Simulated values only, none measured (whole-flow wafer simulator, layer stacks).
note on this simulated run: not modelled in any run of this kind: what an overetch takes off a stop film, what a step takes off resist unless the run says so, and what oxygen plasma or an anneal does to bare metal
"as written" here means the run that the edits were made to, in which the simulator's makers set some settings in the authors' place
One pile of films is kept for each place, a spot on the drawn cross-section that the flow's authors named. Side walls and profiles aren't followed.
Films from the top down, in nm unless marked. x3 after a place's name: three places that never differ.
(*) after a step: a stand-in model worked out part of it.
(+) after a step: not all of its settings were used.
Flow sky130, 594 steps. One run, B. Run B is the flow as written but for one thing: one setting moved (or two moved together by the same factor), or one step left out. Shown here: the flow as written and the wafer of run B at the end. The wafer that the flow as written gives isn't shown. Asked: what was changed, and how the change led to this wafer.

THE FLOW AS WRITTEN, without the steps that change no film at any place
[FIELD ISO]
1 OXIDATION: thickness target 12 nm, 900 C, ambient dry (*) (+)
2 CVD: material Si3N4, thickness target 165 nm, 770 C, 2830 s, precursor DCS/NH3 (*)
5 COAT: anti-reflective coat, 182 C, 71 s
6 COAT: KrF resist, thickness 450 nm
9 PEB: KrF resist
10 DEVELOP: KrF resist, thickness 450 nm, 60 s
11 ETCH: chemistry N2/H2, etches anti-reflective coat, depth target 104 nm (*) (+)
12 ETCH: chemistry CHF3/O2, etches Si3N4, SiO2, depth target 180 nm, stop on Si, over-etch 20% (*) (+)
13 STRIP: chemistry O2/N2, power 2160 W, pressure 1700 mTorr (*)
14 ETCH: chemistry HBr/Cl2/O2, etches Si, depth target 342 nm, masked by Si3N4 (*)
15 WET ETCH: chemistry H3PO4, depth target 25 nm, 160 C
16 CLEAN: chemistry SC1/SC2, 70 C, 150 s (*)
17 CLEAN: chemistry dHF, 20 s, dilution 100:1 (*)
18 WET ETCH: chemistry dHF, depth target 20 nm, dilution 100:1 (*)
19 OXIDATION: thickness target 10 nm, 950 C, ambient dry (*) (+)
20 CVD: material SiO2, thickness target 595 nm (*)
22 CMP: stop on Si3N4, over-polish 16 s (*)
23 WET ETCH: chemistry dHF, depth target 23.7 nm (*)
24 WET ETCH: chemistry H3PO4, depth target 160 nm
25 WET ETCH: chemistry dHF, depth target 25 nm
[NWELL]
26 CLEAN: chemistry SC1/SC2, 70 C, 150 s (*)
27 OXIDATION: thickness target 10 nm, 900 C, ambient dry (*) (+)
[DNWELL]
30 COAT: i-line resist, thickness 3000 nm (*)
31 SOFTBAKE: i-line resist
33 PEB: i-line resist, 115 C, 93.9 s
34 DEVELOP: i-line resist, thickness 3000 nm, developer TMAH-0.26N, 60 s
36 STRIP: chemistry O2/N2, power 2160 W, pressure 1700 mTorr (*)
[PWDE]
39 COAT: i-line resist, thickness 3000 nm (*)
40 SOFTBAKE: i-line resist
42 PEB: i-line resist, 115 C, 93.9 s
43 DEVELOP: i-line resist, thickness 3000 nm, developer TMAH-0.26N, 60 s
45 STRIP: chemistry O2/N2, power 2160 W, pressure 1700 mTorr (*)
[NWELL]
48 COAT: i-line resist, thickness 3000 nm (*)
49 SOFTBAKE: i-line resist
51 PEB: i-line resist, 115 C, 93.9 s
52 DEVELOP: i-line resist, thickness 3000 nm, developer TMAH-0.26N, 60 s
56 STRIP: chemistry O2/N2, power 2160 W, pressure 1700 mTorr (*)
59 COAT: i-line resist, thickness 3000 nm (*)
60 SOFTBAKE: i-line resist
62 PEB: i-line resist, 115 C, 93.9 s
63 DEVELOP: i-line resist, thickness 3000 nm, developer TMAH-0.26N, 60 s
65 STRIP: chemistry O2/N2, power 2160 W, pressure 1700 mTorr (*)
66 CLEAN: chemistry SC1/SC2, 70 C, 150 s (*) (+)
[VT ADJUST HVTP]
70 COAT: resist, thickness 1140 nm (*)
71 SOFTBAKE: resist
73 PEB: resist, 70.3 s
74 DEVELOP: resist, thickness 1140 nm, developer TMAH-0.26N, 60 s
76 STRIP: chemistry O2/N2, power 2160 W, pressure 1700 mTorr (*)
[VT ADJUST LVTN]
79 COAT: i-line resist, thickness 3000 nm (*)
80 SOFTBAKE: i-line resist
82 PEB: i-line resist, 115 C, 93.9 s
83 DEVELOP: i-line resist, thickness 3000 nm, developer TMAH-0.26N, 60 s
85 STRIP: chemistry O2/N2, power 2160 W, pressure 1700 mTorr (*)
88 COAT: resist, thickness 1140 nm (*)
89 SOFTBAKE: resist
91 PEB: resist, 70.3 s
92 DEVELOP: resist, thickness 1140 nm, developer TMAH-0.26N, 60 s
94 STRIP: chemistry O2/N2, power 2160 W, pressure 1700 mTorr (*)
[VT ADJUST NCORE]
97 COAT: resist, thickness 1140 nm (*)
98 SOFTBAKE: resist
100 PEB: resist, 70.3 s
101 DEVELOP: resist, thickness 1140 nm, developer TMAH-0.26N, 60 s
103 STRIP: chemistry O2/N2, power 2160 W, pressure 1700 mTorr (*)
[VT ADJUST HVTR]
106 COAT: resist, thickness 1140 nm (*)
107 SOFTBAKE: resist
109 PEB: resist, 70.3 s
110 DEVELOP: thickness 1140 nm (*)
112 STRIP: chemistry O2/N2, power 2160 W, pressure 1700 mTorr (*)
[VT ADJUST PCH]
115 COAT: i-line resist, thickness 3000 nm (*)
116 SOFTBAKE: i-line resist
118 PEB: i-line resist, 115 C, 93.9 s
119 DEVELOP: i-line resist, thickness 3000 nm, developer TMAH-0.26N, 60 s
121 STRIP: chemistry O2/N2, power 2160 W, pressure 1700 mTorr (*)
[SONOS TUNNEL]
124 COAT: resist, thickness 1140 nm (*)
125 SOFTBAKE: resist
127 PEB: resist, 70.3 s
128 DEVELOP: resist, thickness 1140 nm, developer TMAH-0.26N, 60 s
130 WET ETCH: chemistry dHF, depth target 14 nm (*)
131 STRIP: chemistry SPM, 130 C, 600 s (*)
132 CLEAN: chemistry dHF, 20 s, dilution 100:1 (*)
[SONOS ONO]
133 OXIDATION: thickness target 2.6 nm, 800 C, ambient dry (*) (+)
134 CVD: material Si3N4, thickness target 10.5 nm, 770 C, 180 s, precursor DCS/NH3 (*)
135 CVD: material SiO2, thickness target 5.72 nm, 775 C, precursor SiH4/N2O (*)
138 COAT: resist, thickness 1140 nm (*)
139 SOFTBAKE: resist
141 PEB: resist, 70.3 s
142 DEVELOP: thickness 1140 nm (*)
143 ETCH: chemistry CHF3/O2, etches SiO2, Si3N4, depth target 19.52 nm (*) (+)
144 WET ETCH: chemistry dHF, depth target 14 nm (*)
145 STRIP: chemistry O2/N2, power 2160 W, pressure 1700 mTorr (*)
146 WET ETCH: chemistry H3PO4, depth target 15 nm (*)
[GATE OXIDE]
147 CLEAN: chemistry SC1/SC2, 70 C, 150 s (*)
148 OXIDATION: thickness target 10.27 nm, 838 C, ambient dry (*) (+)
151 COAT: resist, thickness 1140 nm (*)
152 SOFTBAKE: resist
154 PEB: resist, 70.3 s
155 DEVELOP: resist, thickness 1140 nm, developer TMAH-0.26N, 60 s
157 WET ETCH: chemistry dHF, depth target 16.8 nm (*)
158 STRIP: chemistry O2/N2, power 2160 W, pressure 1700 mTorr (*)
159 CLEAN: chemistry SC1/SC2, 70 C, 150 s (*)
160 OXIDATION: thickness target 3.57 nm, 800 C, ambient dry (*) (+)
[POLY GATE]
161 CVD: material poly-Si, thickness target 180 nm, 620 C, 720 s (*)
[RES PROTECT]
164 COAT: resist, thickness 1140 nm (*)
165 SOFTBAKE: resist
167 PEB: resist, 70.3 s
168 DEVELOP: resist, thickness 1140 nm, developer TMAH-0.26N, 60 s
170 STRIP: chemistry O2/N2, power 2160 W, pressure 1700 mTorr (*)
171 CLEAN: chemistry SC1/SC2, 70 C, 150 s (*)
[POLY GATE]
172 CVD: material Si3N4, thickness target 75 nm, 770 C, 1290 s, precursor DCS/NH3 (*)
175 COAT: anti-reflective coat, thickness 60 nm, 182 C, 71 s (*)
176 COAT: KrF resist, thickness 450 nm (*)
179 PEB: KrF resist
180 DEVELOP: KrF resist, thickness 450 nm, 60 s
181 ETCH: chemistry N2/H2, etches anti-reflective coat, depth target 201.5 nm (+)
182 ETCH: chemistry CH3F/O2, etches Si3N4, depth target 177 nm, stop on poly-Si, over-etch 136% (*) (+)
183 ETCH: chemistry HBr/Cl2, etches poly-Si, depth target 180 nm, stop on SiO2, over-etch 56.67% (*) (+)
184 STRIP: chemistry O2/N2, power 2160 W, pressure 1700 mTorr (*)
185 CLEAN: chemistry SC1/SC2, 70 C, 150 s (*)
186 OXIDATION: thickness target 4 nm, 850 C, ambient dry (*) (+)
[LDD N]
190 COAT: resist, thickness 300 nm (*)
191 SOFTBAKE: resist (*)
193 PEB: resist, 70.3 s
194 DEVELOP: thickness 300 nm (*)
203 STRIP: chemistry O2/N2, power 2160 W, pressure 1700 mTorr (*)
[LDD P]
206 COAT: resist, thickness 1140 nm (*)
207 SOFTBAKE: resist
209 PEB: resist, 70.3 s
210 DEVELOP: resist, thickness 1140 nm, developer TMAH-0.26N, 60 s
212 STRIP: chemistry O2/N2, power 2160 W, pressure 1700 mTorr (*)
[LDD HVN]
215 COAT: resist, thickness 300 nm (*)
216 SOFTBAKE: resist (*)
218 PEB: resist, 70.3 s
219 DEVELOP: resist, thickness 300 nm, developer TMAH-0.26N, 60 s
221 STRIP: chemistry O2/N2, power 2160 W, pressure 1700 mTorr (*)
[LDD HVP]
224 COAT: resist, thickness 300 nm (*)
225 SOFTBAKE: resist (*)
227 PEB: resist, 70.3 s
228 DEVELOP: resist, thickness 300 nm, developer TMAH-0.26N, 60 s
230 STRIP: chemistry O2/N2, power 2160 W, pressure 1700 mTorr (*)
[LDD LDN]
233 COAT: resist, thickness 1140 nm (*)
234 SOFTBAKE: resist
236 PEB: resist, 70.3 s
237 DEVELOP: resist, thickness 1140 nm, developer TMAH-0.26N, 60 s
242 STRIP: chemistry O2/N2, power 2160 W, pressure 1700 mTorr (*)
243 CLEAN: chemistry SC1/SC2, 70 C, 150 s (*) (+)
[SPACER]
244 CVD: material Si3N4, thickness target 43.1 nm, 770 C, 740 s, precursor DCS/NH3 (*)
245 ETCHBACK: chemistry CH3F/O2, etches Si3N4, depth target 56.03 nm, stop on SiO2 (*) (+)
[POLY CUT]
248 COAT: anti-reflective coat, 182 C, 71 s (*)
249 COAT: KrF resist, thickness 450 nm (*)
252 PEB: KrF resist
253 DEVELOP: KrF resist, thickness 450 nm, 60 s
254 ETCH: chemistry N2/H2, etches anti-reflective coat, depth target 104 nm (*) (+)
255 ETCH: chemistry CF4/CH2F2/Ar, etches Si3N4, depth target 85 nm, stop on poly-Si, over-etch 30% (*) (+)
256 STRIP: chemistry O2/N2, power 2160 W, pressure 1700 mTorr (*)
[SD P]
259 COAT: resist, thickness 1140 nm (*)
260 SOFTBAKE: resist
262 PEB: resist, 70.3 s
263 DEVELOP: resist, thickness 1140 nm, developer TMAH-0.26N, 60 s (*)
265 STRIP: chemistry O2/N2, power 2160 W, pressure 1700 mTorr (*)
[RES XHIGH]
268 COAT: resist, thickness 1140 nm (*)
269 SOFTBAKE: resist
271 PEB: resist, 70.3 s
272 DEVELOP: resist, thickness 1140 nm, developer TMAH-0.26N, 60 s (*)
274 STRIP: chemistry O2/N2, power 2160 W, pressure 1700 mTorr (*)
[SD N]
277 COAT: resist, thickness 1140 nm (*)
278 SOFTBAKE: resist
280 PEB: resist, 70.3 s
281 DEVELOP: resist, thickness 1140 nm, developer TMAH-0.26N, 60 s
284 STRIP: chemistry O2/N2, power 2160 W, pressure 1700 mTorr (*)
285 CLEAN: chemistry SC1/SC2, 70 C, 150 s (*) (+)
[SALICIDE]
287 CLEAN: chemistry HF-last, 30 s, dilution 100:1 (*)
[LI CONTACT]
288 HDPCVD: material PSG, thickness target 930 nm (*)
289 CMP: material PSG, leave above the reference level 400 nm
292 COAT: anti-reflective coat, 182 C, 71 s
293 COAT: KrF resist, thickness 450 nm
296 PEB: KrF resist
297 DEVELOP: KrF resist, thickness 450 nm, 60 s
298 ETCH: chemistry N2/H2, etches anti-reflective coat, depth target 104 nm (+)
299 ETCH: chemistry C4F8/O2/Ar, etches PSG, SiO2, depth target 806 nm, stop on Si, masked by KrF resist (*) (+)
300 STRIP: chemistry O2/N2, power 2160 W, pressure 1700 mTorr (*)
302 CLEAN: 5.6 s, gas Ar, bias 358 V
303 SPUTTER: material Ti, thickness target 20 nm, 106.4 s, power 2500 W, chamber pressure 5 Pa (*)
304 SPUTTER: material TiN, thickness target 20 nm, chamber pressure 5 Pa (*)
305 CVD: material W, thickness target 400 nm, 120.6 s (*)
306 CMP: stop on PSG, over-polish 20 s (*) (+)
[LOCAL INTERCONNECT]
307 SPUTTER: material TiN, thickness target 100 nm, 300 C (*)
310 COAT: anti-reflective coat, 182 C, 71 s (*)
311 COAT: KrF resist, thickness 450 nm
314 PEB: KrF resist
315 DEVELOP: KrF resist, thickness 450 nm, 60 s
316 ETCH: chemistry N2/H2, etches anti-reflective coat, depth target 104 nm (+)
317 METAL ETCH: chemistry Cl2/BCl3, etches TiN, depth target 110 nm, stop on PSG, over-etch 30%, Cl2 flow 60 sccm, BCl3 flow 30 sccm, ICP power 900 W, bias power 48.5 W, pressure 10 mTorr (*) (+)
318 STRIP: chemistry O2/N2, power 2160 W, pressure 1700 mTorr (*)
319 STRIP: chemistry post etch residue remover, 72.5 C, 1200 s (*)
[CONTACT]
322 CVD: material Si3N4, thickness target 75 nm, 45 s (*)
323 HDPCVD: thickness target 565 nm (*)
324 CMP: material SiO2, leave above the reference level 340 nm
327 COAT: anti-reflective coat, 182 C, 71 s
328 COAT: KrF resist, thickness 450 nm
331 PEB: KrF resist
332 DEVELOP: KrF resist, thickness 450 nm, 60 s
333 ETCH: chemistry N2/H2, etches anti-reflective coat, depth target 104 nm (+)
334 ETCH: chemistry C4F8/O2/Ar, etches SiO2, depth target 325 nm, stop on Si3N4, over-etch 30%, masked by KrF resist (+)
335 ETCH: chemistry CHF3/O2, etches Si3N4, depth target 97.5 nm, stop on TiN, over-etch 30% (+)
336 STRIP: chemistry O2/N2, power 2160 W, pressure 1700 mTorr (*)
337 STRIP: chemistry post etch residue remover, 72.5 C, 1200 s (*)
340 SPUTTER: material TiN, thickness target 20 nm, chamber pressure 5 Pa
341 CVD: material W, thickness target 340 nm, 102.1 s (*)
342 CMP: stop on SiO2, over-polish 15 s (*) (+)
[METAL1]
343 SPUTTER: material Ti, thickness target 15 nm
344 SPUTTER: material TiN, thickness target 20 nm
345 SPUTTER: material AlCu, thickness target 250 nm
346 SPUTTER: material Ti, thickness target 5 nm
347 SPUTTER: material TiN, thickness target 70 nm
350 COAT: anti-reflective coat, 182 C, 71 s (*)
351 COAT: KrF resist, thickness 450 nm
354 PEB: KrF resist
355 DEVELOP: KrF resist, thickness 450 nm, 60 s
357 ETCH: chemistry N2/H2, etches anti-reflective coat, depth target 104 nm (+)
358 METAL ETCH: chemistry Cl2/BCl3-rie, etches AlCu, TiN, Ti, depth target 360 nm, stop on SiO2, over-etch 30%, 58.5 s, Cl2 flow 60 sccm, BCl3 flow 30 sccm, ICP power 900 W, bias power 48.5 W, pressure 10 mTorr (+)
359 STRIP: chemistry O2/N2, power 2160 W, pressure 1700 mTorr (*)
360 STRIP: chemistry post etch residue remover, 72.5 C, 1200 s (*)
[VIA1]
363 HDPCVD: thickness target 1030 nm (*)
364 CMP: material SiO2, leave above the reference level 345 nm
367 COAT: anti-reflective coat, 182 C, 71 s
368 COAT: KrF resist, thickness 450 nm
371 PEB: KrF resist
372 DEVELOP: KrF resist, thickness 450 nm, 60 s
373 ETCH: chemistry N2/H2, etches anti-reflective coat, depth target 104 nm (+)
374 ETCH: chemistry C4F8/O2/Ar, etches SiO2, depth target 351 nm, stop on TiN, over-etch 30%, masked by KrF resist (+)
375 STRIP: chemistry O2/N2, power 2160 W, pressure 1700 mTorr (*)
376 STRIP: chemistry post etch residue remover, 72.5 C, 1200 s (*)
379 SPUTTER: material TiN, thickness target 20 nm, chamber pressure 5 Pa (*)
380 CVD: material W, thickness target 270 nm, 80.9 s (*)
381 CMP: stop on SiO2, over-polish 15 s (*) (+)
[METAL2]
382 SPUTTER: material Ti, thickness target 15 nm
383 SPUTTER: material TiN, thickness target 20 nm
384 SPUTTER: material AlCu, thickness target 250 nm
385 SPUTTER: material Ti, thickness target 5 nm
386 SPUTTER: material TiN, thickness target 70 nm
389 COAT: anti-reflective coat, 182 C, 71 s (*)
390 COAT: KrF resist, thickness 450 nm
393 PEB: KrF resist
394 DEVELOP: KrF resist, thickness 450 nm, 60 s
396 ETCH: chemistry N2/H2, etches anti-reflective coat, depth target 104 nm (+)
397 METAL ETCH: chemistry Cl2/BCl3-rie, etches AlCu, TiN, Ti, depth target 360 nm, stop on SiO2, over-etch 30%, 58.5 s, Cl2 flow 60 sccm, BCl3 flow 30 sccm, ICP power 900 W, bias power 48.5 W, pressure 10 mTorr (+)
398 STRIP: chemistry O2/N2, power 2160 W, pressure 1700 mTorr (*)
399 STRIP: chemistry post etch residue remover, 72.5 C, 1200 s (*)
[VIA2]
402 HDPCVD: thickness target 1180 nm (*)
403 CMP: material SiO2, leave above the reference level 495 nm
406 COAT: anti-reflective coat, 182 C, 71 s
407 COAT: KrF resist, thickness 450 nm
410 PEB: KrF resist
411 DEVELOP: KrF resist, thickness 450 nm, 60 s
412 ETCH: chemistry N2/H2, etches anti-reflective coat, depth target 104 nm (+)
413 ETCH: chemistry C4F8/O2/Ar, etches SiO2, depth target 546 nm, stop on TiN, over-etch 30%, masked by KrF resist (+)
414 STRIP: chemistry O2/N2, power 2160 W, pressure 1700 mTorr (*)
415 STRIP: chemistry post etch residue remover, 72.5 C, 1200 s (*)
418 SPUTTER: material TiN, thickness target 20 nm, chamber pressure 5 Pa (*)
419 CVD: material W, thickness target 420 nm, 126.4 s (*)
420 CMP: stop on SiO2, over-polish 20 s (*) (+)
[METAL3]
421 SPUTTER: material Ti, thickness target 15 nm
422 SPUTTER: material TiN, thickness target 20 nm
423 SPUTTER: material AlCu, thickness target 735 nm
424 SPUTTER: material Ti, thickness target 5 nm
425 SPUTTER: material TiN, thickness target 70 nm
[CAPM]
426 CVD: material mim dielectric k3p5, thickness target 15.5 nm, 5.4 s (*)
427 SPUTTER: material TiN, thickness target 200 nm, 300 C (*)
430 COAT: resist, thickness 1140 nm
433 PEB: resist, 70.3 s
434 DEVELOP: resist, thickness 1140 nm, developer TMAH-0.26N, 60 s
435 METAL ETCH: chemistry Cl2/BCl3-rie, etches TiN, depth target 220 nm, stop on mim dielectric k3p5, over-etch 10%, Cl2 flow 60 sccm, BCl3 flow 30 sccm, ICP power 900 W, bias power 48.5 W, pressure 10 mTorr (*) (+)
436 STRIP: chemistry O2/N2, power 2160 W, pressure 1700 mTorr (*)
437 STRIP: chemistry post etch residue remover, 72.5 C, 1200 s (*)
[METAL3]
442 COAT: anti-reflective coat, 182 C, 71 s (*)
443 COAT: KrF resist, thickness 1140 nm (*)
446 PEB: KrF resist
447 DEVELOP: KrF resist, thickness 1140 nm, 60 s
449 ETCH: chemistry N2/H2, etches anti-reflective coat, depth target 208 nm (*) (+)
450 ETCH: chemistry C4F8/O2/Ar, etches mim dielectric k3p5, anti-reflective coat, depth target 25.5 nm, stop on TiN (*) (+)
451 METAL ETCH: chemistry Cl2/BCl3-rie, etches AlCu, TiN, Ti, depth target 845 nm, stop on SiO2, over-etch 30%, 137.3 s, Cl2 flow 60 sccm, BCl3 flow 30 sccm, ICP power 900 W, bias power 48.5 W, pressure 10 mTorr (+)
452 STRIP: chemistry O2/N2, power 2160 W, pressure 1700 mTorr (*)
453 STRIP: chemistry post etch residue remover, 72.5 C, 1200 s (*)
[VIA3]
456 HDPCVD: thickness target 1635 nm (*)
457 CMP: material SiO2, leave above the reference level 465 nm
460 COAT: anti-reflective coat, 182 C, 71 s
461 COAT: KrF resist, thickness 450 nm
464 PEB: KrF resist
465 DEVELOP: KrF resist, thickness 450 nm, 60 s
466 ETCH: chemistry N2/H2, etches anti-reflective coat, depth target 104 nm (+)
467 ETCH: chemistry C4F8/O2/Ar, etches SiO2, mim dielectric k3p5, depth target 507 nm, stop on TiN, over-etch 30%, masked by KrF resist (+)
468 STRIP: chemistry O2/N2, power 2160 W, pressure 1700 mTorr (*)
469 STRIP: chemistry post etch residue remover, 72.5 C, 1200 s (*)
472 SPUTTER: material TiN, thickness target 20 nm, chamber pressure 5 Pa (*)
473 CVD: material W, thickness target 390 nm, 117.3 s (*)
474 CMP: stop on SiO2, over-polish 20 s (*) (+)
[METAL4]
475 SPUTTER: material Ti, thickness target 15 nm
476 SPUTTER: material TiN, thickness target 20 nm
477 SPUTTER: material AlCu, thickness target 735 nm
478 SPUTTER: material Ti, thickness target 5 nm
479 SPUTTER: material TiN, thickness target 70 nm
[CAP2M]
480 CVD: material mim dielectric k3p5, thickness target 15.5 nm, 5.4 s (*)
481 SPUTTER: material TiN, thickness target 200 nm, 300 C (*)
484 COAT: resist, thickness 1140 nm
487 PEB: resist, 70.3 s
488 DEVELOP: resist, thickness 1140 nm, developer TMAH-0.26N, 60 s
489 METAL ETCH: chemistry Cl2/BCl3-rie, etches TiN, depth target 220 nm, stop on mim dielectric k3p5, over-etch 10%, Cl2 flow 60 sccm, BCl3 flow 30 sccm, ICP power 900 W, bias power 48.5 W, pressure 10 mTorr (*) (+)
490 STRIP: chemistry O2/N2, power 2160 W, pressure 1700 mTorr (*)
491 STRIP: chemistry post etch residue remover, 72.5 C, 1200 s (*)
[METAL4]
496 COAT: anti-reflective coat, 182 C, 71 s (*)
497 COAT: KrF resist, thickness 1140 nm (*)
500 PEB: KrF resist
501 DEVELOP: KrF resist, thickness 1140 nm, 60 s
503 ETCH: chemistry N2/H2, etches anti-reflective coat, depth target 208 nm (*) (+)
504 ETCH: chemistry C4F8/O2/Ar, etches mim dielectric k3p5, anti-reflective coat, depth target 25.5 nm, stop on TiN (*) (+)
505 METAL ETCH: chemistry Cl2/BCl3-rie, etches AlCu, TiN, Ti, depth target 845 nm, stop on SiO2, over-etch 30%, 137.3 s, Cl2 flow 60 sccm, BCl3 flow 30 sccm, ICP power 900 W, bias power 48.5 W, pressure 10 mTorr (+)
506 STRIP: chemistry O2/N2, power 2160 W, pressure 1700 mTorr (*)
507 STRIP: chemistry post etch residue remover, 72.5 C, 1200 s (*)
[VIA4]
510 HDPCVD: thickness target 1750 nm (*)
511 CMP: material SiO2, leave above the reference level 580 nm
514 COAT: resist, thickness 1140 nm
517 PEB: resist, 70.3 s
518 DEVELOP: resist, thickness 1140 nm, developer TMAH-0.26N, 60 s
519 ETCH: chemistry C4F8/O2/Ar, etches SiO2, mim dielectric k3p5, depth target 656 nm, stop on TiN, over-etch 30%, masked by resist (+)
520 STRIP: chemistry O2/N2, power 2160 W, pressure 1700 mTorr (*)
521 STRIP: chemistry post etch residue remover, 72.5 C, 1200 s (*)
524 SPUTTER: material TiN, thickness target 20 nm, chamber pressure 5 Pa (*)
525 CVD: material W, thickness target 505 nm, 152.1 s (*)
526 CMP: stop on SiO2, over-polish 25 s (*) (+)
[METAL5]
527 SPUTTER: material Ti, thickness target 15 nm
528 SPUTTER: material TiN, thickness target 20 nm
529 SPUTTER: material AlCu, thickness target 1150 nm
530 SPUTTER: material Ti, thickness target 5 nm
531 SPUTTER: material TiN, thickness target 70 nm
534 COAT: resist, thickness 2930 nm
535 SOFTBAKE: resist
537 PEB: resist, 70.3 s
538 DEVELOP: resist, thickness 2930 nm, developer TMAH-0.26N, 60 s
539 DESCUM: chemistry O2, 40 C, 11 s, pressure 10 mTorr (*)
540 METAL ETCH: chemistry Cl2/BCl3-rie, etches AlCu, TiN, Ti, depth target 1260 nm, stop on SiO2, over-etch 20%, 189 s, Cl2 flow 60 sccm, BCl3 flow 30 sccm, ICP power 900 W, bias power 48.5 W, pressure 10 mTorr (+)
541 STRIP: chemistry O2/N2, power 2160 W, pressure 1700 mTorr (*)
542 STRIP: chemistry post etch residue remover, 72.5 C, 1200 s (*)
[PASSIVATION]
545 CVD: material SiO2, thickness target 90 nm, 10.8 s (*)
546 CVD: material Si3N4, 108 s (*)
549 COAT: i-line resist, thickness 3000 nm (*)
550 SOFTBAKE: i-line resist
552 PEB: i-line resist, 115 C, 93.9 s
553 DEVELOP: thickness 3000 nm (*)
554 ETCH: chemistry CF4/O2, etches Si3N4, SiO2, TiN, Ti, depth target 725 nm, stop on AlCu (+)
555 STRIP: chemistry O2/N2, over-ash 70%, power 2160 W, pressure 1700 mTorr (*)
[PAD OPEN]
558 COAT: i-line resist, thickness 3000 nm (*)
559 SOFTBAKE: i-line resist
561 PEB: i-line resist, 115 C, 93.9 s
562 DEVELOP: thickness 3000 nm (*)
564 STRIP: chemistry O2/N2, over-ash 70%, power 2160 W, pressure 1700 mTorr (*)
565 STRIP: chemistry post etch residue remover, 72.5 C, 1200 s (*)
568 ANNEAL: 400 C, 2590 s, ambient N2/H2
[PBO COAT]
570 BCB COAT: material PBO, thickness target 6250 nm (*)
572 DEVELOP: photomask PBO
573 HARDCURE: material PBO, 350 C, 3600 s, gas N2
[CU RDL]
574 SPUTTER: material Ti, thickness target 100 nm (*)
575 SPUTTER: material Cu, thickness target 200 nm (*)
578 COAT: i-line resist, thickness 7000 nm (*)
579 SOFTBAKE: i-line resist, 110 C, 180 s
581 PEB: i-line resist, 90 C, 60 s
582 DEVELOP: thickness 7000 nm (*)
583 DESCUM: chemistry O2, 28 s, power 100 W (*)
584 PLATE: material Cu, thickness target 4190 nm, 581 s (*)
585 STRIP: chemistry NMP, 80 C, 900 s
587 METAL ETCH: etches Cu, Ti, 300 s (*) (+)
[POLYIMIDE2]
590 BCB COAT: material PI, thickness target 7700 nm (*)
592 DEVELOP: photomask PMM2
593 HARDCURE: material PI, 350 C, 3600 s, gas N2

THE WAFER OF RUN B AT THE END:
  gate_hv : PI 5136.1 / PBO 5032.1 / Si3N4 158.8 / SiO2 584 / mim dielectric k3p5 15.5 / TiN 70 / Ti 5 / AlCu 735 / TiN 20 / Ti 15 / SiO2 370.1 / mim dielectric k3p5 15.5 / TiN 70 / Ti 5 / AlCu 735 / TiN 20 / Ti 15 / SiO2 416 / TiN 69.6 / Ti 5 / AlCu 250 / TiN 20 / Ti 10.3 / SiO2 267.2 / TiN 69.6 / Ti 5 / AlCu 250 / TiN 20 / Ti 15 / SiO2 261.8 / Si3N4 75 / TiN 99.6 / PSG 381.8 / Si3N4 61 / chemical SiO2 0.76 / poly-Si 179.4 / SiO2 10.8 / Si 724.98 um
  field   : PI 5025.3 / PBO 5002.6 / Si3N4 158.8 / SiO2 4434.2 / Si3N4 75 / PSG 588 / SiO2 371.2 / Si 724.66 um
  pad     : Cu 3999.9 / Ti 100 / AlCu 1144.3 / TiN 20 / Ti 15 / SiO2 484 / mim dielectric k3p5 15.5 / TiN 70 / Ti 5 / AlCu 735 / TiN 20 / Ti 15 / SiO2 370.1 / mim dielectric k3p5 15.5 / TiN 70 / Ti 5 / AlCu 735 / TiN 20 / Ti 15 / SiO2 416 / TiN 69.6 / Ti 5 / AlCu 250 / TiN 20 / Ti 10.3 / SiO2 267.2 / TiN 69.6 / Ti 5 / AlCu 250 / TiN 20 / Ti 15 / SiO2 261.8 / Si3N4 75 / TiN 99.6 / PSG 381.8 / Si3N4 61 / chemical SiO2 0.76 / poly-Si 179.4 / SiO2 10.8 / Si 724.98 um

The cause: step 382, SPUTTER: thickness target 10.3 nm was run, where the flow has thickness target 15 nm.
It can be read off the wafer: gate_hv has Ti 10.3, and step 382 as written asks for 15 nm.

How the change led to this, step by step:
  382 SPUTTER: material Ti, thickness target 15 nm
      field, active, n_well and 188 more: Ti +10.3 (new film) (as written it would be: Ti +15 (new film))
  397 METAL ETCH: chemistry Cl2/BCl3-rie, etches AlCu, TiN, Ti, depth target 360 nm, stop on SiO2, over-etch 30%, 58.5 s, Cl2 flow 60 sccm, BCl3 flow 30 sccm, ICP power 900 W, bias power 48.5 W, pressure 10 mTorr (+)
      field, active, gate and 82 more: TiN -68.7 (all of it), Ti -5 (all of it), AlCu -250 (all of it), TiN -20 (all of it), Ti -10.3 (all of it), SiO2 -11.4 (as written it would be: TiN -68.7 (all of it), Ti -5 (all of it), AlCu -250 (all of it), TiN -20 (all of it), Ti -15 (all of it), SiO2 -10.9)
